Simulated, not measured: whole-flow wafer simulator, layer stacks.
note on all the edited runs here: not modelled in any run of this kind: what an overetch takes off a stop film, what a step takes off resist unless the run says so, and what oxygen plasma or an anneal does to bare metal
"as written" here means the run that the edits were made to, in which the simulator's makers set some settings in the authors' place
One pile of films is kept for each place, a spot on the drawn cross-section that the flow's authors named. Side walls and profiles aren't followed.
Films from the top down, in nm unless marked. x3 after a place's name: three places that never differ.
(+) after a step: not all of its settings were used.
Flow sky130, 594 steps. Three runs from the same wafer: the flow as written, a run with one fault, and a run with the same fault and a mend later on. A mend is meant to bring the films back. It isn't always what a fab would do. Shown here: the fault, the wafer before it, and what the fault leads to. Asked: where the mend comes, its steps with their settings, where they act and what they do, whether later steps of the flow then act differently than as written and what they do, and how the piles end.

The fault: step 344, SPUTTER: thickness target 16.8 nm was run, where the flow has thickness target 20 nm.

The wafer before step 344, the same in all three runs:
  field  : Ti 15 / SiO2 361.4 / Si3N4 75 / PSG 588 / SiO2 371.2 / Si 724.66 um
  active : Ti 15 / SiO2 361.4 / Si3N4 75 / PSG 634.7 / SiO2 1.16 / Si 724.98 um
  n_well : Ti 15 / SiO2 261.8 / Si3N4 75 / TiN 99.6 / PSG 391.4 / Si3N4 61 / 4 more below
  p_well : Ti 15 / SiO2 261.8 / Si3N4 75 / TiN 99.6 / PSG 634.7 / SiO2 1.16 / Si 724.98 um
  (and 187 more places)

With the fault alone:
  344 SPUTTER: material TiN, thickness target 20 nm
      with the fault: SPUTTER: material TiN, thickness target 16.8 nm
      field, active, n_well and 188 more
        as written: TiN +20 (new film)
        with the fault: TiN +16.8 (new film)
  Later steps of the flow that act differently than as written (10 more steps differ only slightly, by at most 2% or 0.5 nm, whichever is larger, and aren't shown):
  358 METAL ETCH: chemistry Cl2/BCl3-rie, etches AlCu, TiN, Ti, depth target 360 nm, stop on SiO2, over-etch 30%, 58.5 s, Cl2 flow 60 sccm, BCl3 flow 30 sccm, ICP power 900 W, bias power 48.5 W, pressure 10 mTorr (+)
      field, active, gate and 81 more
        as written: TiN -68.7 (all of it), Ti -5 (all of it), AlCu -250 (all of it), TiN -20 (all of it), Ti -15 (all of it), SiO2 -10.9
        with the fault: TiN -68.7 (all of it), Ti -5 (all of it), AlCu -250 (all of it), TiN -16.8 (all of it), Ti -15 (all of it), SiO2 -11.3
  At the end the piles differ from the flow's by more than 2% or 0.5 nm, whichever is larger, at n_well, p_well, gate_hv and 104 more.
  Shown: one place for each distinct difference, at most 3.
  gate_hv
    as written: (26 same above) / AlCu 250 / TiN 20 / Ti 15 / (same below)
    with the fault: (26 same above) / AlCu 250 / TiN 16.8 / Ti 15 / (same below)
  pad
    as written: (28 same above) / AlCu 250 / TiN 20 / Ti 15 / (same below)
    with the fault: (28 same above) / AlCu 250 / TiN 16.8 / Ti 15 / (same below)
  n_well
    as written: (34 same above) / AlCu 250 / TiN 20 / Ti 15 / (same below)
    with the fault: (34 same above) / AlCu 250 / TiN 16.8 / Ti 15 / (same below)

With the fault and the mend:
  The mend comes after step 344.
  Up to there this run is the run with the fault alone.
  344a SPUTTER: material TiN, thickness target 3.2 nm (the flow's step 344 once more, with other settings)
      field, active, n_well and 188 more
        TiN +3.2
  No later step of the flow acts differently than as written at any place that is followed.
  At the end the piles are the same as the flow's at every place that both follow.
